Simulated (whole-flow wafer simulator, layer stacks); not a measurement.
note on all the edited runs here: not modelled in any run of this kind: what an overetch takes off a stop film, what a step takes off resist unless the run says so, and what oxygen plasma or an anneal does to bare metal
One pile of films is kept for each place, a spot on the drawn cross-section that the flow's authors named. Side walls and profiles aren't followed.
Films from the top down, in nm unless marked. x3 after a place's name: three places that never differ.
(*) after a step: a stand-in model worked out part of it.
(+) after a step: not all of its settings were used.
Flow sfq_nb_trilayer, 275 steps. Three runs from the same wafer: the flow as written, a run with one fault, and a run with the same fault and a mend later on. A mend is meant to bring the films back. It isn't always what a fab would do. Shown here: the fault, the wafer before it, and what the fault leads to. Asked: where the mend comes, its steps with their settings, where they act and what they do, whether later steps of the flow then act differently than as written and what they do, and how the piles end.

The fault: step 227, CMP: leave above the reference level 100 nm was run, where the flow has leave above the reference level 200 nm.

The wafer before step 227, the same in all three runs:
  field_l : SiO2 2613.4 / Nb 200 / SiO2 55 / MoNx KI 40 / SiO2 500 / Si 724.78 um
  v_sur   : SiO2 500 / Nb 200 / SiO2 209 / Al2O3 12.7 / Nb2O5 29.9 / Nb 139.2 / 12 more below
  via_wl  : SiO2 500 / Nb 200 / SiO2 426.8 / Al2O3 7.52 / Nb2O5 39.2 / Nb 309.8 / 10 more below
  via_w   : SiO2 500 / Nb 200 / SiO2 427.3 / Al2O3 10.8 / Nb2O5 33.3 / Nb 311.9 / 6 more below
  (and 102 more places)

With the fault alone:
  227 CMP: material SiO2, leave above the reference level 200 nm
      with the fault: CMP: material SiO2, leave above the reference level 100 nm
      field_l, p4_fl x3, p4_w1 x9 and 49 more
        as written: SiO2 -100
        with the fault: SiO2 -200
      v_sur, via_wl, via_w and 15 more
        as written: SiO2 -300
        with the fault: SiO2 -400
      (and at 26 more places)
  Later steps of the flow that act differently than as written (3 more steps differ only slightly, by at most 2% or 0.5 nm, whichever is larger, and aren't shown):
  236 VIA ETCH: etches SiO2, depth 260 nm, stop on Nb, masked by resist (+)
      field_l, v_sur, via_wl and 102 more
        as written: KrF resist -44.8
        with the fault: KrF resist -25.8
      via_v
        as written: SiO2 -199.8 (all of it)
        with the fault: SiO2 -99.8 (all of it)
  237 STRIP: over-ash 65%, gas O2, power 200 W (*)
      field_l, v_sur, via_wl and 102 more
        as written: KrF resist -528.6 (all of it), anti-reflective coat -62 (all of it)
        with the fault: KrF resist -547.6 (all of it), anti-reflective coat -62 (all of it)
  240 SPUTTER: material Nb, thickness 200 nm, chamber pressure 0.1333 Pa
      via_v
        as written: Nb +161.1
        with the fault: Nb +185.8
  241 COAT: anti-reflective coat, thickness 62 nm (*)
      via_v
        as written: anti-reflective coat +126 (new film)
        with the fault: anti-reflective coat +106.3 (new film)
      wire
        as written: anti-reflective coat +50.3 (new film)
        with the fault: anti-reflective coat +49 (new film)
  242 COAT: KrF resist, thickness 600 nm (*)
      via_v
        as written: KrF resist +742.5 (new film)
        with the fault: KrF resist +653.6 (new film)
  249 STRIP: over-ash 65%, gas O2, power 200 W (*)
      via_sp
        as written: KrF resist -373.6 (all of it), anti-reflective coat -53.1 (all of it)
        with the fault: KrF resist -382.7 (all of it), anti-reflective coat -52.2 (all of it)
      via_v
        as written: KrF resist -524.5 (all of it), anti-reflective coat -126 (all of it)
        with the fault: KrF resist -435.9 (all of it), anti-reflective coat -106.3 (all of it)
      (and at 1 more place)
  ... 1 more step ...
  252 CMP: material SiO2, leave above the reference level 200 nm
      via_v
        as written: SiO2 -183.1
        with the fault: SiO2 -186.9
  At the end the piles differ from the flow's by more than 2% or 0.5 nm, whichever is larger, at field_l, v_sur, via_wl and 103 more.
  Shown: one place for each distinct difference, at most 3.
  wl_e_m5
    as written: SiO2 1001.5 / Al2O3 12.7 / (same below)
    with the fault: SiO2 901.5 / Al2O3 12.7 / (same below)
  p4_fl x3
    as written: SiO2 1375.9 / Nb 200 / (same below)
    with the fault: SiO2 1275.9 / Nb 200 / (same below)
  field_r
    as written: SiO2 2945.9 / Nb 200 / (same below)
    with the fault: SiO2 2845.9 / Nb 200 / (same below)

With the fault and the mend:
  The mend comes after step 228.
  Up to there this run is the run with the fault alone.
  228a PECVD: material SiO2, thickness 100 nm, 150 C, 22.22 s, RF power 183.3 W, pressure 2.4 Torr, precursor SiH4/N2O (the flow's step 226 once more, with other settings)
      field_l, v_sur, via_wl and 103 more
        SiO2 +100
  No later step of the flow acts differently than as written, at any place that is followed, by more than 2% or 0.5 nm, whichever is larger.
  At the end the piles are the same as the flow's at every place that both follow.
